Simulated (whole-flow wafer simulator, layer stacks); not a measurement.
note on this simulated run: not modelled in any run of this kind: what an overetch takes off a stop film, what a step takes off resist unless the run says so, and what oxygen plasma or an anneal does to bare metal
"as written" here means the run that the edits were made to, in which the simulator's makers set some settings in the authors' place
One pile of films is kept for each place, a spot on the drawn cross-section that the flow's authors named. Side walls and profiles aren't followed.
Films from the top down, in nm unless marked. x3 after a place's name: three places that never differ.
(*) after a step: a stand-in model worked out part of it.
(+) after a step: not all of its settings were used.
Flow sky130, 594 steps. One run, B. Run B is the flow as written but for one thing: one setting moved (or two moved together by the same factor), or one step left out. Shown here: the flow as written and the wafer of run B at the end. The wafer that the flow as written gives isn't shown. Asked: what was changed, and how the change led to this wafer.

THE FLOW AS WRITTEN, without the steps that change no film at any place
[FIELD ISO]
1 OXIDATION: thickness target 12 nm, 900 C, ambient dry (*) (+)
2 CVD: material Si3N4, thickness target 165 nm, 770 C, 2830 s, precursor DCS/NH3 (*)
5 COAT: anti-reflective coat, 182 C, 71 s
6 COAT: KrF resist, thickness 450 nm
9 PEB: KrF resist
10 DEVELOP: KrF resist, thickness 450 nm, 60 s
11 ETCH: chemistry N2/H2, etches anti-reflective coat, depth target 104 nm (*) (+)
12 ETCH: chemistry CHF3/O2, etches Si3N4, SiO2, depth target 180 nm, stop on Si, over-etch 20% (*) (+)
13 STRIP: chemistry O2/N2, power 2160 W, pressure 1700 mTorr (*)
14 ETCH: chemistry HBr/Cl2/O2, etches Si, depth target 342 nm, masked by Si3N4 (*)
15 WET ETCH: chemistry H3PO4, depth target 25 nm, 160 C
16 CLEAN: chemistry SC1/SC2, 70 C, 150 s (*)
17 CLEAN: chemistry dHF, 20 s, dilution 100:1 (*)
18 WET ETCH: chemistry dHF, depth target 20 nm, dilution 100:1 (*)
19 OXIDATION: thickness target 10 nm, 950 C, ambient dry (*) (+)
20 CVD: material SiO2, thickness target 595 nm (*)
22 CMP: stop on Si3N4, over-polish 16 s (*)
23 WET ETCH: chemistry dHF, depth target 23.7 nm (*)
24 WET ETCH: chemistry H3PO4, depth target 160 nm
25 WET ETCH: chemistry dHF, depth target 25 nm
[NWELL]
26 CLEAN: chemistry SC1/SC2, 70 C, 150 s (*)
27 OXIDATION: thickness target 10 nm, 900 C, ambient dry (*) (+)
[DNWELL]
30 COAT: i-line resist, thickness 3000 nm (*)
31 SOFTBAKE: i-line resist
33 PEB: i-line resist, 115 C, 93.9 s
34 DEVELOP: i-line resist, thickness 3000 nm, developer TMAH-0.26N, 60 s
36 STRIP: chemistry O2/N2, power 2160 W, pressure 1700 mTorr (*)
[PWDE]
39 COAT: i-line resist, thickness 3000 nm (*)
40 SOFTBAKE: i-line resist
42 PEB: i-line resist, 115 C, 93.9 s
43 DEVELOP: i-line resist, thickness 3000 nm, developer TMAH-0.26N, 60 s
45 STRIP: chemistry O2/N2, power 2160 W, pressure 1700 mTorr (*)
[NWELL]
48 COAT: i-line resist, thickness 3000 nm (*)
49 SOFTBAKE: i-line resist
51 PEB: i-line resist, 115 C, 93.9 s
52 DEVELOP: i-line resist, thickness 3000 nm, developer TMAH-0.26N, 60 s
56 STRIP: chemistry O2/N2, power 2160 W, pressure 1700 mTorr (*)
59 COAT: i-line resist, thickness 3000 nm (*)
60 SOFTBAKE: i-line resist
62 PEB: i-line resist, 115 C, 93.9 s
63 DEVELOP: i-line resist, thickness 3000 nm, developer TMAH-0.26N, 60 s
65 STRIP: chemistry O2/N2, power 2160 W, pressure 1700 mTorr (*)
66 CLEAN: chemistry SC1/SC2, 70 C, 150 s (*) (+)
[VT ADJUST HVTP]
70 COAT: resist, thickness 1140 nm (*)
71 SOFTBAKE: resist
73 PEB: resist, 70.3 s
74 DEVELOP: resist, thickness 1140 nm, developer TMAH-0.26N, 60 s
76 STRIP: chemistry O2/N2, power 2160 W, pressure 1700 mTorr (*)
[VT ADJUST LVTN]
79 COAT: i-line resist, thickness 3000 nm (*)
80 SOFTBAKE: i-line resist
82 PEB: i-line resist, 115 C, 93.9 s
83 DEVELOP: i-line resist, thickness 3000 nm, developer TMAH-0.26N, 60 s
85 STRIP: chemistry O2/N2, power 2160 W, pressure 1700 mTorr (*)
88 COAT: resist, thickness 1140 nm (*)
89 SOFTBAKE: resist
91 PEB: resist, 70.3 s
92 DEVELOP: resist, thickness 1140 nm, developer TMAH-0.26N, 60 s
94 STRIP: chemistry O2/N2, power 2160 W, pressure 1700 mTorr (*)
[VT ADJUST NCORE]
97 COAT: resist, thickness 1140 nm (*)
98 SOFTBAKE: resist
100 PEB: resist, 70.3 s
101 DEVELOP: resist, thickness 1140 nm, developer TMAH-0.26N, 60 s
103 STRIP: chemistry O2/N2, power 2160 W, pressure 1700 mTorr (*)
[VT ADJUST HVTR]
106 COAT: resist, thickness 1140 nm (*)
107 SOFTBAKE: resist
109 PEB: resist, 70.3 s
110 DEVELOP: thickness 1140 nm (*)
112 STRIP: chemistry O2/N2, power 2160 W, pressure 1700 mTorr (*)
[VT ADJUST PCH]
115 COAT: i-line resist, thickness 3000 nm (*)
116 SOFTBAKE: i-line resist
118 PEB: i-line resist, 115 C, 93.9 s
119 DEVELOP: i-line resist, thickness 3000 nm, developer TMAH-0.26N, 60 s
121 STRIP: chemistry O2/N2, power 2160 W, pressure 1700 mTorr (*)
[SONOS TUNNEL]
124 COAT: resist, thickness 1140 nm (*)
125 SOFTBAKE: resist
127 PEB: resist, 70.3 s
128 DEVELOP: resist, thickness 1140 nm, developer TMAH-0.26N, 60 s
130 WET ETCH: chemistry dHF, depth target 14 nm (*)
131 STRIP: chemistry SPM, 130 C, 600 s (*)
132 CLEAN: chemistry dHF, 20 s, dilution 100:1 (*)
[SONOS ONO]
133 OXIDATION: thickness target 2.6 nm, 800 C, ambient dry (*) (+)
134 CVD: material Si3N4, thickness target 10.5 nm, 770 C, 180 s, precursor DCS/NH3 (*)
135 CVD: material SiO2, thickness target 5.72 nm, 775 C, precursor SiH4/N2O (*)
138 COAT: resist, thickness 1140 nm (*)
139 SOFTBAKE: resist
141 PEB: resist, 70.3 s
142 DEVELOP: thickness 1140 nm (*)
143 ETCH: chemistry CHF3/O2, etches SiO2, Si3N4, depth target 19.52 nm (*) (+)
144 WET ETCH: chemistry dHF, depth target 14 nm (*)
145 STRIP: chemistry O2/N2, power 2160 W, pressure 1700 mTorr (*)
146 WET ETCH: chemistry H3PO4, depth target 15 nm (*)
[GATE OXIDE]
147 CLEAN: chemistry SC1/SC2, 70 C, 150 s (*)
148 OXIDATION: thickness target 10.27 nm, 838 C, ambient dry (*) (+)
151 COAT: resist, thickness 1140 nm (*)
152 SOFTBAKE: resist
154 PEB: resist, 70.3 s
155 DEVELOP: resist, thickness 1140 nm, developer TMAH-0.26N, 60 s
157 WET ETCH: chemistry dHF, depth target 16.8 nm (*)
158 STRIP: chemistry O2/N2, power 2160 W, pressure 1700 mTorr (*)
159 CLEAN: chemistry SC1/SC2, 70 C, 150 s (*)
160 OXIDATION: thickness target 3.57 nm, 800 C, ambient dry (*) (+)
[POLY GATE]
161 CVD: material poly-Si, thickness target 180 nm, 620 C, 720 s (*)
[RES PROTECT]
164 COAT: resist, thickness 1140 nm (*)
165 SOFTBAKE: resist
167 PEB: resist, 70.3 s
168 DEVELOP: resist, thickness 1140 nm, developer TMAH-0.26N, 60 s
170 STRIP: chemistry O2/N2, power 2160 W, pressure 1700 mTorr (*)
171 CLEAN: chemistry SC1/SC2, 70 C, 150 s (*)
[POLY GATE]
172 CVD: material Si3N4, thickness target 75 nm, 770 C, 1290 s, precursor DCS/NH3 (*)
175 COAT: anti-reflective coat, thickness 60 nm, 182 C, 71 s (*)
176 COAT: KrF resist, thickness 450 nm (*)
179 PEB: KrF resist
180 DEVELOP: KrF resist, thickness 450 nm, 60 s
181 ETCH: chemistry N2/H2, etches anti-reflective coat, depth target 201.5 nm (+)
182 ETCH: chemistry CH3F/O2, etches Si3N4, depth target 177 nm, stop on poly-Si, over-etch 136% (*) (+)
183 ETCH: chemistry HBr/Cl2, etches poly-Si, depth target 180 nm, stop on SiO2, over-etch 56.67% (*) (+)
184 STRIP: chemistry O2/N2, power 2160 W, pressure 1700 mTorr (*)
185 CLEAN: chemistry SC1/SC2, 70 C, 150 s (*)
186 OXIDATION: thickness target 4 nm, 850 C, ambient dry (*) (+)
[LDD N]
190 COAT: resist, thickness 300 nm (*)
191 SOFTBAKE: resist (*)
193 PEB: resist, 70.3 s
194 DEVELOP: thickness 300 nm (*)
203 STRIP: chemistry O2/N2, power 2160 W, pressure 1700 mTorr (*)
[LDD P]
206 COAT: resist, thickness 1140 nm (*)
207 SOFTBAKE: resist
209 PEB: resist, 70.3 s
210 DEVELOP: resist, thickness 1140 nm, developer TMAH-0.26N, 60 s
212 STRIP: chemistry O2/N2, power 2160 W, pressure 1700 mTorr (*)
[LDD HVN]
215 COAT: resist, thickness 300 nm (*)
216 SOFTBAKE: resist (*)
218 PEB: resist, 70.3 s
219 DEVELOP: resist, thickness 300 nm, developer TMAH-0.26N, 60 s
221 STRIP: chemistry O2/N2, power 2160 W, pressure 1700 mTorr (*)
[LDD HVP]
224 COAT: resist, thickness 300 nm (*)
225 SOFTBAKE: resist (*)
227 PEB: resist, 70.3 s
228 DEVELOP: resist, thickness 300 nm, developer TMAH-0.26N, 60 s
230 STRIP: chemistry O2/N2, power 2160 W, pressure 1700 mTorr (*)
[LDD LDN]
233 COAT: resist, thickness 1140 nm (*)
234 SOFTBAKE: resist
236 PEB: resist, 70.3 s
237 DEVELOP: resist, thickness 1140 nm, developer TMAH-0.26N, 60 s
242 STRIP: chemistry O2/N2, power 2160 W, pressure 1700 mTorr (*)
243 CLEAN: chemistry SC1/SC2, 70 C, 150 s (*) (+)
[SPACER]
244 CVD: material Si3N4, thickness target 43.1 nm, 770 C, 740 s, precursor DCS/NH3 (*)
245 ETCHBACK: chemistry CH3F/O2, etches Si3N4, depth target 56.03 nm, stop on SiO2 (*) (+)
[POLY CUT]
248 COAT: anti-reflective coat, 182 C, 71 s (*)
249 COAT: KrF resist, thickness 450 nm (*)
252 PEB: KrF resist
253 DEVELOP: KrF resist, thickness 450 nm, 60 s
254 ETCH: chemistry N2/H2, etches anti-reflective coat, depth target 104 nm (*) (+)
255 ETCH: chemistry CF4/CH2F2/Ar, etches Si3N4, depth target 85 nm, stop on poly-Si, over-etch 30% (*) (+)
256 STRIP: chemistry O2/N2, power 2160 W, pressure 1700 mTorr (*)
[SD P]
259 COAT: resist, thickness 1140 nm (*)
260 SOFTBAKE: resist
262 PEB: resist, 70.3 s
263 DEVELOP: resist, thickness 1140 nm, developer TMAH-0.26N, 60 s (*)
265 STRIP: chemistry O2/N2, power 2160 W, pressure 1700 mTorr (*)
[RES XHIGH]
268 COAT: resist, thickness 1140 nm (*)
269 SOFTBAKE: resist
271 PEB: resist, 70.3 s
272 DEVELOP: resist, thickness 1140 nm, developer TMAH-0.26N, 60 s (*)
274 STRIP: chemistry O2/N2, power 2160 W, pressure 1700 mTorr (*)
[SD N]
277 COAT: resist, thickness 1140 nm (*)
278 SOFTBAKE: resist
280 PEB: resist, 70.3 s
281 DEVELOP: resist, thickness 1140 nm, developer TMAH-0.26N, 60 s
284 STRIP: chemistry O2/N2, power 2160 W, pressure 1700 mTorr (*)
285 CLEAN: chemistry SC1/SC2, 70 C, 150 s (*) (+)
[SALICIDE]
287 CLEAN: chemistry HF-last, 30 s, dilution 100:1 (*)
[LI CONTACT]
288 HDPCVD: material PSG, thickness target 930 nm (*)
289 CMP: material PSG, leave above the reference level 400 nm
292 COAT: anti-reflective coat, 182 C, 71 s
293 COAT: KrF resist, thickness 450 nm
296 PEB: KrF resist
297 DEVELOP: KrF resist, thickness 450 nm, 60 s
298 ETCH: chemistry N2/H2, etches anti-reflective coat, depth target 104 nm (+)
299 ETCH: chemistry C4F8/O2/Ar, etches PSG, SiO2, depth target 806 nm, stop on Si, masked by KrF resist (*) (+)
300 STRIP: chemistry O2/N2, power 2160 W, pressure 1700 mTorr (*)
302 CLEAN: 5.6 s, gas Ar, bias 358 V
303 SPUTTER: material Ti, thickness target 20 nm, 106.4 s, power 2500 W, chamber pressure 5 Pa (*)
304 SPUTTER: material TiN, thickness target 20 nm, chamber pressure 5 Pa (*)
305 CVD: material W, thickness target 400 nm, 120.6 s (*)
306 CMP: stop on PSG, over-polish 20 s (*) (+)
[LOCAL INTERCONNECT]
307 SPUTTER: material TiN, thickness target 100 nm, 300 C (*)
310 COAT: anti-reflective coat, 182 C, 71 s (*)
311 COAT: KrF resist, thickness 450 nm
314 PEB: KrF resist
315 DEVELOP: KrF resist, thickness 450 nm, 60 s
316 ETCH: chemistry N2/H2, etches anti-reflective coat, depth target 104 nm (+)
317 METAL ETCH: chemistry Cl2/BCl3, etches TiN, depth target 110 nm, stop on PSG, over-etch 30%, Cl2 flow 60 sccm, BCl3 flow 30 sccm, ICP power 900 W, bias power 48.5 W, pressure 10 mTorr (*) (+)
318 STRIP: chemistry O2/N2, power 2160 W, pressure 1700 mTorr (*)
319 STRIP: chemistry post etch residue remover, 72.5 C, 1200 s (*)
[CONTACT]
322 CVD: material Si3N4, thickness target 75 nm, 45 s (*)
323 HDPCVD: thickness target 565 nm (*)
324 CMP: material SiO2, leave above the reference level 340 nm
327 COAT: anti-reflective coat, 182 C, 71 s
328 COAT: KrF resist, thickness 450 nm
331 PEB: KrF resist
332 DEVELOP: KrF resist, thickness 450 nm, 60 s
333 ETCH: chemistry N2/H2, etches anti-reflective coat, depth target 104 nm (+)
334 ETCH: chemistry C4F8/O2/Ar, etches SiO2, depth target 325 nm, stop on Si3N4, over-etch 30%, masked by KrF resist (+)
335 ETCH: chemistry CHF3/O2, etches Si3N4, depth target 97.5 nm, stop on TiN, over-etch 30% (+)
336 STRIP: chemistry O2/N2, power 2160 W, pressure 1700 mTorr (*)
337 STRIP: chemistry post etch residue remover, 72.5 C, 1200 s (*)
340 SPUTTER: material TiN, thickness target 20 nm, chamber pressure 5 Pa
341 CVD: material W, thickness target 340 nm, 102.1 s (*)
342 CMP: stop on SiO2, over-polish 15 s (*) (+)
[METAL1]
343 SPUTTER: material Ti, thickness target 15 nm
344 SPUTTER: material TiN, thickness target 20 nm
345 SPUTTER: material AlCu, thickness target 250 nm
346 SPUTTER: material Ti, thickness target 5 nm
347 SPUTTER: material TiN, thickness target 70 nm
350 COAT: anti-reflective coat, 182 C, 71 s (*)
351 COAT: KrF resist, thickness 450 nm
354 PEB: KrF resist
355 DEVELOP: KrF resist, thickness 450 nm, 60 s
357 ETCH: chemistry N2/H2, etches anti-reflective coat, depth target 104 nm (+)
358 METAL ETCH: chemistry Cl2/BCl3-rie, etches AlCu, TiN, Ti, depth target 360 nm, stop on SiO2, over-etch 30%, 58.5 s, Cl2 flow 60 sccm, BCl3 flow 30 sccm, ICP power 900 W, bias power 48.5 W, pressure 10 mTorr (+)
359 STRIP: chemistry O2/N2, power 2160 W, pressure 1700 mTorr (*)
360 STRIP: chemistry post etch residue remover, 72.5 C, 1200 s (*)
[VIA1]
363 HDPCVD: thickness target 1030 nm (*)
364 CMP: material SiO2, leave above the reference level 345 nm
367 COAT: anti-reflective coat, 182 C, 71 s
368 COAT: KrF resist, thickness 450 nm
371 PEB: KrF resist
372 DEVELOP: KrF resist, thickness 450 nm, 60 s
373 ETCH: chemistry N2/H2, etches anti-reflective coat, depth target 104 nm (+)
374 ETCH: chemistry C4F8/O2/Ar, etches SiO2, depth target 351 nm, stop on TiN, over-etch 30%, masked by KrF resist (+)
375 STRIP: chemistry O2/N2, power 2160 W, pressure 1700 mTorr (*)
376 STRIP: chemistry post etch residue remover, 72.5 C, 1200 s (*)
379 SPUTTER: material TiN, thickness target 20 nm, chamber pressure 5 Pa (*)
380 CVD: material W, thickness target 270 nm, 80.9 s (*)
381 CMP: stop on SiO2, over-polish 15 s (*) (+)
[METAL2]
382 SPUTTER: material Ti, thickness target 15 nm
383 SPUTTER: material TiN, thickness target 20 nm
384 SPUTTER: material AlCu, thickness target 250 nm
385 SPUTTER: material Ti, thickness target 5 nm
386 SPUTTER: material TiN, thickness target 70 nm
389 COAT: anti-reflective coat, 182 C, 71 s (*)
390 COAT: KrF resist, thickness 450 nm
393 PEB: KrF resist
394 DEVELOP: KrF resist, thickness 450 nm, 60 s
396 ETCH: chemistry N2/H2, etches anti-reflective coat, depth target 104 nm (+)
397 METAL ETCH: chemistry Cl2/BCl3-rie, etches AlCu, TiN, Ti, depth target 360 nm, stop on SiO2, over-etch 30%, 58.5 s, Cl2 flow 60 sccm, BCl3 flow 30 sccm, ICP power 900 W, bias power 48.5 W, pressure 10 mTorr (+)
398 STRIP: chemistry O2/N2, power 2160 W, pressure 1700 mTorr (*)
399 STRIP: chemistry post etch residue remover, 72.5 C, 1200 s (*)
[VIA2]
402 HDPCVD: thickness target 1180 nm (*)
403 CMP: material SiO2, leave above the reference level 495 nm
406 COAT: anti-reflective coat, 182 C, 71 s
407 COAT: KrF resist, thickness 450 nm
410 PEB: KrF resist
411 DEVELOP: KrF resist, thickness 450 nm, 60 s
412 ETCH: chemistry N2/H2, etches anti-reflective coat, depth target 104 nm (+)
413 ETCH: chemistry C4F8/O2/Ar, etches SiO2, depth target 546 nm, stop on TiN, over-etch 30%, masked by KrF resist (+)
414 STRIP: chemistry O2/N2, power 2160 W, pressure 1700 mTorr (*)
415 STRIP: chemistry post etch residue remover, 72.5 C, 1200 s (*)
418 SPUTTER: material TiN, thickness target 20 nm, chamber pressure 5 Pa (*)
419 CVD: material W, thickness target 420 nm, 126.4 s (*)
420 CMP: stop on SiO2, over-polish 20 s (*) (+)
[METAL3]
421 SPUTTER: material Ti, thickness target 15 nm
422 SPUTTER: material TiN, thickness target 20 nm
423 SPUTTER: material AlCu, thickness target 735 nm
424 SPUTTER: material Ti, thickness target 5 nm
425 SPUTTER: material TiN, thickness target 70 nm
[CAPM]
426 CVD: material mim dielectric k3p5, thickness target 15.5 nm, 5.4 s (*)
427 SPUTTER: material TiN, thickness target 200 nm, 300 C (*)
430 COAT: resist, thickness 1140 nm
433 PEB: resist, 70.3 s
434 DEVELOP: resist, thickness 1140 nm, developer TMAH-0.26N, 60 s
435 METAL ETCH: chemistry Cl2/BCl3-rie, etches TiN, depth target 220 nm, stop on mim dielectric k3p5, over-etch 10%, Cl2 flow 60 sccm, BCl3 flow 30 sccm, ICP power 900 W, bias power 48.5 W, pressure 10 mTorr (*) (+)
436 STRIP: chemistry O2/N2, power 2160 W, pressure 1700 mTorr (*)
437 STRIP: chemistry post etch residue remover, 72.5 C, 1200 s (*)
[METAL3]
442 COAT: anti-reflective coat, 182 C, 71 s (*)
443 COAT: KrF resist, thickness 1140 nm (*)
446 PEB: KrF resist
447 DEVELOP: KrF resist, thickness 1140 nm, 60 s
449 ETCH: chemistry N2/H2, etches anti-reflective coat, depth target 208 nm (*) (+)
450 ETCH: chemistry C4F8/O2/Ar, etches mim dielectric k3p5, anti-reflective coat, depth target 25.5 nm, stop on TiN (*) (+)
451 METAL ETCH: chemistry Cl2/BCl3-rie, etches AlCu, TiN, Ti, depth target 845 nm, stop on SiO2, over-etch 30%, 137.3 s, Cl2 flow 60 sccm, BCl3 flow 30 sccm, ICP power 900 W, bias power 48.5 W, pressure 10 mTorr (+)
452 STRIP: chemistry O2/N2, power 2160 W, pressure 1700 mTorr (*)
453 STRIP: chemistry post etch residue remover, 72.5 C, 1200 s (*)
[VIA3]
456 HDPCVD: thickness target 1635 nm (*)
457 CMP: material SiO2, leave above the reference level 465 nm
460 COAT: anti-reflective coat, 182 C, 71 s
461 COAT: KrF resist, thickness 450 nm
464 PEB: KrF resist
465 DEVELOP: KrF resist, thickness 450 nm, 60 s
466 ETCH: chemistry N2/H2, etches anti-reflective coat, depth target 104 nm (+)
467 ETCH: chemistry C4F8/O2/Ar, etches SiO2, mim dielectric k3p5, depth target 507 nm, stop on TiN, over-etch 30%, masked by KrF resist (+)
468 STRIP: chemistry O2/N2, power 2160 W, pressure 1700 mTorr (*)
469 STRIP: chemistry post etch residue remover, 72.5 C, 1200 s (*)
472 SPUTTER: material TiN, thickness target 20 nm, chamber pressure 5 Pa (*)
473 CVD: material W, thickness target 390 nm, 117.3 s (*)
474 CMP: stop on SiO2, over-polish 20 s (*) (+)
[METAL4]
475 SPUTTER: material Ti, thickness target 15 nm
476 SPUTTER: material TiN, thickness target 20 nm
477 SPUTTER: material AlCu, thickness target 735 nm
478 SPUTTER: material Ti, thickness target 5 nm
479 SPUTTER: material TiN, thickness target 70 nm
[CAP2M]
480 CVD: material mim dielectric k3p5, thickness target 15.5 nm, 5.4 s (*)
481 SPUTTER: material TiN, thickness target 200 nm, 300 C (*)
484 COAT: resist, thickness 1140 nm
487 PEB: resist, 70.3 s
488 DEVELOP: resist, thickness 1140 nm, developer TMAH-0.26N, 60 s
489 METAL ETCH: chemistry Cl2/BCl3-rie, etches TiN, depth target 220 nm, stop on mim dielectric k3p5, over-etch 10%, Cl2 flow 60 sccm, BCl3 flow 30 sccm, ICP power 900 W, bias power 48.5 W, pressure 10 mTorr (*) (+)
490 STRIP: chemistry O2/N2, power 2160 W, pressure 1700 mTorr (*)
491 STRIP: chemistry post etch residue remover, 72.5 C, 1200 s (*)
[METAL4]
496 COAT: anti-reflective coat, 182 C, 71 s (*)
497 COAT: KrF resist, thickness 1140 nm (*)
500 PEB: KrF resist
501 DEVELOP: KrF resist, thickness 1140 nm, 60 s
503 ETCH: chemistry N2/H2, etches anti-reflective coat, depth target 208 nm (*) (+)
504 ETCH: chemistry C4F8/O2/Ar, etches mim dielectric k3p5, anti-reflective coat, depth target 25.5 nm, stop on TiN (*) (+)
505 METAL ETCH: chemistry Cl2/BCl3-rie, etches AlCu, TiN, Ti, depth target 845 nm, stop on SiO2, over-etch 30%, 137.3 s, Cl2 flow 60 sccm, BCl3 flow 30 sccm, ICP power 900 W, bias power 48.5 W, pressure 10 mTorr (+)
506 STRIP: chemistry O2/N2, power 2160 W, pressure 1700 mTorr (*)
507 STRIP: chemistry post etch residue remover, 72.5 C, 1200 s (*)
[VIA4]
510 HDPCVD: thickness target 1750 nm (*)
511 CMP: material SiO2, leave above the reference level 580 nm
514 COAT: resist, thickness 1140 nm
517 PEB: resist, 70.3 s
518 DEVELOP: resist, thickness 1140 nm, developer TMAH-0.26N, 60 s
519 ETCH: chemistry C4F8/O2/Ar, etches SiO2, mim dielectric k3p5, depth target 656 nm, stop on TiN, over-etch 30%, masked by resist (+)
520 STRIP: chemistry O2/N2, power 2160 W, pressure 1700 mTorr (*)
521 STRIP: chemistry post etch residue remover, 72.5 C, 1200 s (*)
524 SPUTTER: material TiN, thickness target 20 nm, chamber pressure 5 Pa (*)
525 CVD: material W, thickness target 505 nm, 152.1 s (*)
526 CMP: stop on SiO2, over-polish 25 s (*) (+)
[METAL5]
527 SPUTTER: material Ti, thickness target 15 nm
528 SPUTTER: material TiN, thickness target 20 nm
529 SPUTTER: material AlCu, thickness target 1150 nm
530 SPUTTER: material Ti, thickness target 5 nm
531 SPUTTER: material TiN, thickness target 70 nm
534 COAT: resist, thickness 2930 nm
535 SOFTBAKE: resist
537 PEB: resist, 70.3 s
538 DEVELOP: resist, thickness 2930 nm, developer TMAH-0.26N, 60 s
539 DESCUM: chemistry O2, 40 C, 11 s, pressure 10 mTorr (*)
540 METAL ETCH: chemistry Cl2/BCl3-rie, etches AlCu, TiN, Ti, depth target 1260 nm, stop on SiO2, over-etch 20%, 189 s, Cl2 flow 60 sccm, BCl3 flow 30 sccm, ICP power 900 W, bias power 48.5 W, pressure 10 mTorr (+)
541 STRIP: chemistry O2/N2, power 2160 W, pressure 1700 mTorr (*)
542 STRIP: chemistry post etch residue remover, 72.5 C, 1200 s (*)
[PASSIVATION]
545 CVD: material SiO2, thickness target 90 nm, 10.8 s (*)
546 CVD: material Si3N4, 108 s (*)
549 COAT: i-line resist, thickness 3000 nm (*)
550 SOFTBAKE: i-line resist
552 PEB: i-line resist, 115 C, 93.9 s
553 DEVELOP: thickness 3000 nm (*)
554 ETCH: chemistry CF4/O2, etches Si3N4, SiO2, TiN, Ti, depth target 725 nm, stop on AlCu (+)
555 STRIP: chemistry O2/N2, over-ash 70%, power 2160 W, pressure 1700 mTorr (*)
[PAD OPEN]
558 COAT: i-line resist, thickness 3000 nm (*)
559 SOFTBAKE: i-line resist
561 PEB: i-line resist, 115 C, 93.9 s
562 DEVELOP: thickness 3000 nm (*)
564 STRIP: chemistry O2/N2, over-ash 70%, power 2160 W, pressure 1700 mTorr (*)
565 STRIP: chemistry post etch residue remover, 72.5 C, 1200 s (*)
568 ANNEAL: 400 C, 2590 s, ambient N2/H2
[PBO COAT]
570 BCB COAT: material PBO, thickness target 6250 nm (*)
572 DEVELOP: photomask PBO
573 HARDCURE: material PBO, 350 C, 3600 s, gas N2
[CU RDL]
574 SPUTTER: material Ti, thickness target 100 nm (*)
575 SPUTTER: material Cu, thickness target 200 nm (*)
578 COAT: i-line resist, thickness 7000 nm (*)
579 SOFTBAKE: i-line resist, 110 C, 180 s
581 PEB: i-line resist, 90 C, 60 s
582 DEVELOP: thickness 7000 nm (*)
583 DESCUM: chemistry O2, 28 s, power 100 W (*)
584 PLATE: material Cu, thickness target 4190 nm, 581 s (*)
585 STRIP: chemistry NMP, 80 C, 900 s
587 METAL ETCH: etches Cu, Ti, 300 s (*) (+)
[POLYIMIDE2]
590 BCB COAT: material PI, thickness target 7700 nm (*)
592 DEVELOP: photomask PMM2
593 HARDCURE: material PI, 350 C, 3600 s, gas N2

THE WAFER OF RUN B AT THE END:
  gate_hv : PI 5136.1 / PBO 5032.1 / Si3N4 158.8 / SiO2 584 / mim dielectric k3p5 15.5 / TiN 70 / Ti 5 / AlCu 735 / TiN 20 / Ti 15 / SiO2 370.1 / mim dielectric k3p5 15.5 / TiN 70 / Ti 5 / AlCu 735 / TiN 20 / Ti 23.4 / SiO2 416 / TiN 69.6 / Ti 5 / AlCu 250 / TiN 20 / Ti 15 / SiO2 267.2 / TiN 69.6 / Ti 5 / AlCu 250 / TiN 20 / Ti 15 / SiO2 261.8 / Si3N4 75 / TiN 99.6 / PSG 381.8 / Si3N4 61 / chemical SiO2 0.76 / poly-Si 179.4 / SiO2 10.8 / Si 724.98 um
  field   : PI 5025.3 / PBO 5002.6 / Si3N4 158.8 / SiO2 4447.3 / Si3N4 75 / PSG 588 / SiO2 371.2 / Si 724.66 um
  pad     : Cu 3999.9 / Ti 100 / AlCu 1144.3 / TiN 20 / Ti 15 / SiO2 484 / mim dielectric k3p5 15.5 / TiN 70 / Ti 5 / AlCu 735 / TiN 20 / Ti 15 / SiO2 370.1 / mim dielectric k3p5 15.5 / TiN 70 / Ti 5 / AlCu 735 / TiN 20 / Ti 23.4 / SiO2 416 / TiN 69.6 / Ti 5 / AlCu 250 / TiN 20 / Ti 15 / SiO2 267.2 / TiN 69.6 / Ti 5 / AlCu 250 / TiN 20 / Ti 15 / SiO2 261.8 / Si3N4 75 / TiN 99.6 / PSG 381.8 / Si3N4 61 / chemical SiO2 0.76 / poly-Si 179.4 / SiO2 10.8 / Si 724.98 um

The cause: step 421, SPUTTER: thickness target 23.4 nm was run, where the flow has thickness target 15 nm.
It can be read off the wafer: gate_hv has Ti 23.4, and step 421 as written asks for 15 nm.

How the change led to this, step by step:
  421 SPUTTER: material Ti, thickness target 15 nm
      field, active, n_well and 188 more: Ti +23.4 (new film) (as written it would be: Ti +15 (new film))
  451 METAL ETCH: chemistry Cl2/BCl3-rie, etches AlCu, TiN, Ti, depth target 845 nm, stop on SiO2, over-etch 30%, 137.3 s, Cl2 flow 60 sccm, BCl3 flow 30 sccm, ICP power 900 W, bias power 48.5 W, pressure 10 mTorr (+)
      field, gate, spacer and 68 more: TiN -70 (all of it), Ti -5 (all of it), AlCu -735 (all of it), TiN -20 (all of it), Ti -23.4 (all of it), SiO2 -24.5 (as written it would be: TiN -70 (all of it), Ti -5 (all of it), AlCu -735 (all of it), TiN -20 (all of it), Ti -15 (all of it), SiO2 -25.4)
      active, vpp_ln, vpp_iso2 and 11 more: TiN -70 (all of it), Ti -5 (all of it), AlCu -735 (all of it), TiN -20 (all of it), Ti -23.4 (all of it), SiO2 -24.5 (as written it would be: TiN -70 (all of it), Ti -5 (all of it), AlCu -735 (all of it), TiN -20 (all of it), Ti -15 (all of it), SiO2 -25.3)
  457 CMP: material SiO2, leave above the reference level 465 nm
      field, active, gate and 82 more: SiO2 -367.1 (as written it would be: SiO2 -374.7)
